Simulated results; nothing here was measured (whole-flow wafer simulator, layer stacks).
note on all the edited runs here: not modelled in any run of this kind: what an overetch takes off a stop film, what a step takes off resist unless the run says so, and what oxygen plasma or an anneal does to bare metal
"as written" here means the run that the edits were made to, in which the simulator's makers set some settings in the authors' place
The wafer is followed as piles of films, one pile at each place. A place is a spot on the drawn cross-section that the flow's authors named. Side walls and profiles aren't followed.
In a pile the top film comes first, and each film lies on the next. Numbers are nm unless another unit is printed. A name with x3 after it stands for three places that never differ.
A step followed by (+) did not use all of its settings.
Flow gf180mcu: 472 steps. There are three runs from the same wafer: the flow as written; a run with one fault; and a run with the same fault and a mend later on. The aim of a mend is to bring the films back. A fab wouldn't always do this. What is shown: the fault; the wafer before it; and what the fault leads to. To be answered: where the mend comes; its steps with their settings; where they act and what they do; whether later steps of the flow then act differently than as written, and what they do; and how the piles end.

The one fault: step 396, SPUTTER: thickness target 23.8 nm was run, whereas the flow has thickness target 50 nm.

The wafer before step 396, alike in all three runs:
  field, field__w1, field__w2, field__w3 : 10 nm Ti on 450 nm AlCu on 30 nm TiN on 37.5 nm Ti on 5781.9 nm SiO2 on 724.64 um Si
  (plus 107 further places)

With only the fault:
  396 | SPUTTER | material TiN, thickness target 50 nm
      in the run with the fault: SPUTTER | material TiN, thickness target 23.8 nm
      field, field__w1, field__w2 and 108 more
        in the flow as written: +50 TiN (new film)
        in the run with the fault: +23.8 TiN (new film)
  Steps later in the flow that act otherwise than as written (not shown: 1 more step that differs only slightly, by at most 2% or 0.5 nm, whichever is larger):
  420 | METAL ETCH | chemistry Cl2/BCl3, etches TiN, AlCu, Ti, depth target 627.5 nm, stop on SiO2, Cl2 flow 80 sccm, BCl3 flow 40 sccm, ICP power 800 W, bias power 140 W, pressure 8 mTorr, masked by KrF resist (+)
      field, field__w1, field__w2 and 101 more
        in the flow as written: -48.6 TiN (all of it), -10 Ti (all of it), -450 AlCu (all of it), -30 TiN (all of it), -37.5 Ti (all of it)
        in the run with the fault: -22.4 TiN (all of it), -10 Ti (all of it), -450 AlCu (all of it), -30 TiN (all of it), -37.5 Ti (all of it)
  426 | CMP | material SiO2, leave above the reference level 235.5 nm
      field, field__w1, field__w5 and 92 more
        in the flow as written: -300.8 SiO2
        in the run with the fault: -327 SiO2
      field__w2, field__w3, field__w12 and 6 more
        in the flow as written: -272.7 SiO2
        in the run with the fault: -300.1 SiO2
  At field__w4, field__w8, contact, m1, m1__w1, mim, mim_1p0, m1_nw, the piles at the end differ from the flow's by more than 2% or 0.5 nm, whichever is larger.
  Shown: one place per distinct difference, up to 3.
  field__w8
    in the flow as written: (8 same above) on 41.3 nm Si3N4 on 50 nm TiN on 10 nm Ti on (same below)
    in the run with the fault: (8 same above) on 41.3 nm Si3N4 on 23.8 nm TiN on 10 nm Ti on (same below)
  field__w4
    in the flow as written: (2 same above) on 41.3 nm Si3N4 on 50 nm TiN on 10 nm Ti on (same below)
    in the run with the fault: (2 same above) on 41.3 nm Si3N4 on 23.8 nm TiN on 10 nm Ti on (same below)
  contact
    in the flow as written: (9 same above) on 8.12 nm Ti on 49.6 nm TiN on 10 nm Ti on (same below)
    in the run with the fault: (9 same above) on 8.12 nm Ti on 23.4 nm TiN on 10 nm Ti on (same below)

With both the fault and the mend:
  The mend follows step 396.
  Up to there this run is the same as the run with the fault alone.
  396a | SPUTTER | material TiN, thickness target 26.2 nm (a further turn of the flow's step 396, with different settings)
      field, field__w1, field__w2 and 108 more
        +26.2 TiN
  None of the later steps of the flow acts differently than as written at any place that is followed.
  At every place that both follow, the piles at the end match the flow's.
